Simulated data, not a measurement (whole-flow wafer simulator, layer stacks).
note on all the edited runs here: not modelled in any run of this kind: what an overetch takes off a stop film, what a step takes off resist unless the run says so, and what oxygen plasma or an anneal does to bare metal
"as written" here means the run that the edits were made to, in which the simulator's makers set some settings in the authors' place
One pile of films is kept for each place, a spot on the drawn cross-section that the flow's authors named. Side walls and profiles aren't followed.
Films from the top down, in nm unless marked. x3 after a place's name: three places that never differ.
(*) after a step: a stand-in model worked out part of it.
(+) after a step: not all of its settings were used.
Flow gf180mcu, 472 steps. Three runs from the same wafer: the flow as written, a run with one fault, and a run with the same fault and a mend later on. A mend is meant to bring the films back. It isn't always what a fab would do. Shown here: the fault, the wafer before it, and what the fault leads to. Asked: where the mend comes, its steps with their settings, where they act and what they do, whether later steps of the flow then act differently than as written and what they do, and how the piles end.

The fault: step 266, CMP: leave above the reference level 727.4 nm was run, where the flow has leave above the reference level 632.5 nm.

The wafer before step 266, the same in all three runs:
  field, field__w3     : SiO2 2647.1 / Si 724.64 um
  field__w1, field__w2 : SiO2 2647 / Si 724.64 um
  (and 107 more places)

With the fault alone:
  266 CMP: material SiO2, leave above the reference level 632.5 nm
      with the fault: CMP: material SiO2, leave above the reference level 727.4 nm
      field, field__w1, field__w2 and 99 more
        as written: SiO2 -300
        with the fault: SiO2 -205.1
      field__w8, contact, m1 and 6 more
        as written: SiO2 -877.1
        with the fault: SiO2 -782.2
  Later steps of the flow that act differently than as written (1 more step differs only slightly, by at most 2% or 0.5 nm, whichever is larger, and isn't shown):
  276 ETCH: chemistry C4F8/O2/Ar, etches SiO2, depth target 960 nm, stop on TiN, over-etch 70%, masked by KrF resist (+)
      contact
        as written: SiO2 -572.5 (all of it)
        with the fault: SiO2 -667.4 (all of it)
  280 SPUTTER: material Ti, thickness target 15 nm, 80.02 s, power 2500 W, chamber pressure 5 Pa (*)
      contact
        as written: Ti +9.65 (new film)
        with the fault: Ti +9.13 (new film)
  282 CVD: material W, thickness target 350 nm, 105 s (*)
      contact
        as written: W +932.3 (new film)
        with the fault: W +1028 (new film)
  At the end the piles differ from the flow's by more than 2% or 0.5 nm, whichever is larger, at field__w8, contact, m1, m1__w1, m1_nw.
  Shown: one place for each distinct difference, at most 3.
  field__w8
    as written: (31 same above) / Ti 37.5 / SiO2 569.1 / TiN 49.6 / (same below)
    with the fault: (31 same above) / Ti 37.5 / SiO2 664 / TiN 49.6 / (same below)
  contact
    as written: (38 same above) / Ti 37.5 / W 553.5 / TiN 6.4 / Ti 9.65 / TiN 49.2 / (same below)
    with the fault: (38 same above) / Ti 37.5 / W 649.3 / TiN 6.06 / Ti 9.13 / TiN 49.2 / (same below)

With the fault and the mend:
  The mend comes after step 266.
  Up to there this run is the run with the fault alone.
  266a CMP: material SiO2, leave above the reference level 632.5 nm (the flow's step 266 once more)
      field, field__w1, field__w2 and 108 more
        SiO2 -94.9
  No later step of the flow acts differently than as written at any place that is followed.
  At the end the piles are the same as the flow's at every place that both follow.
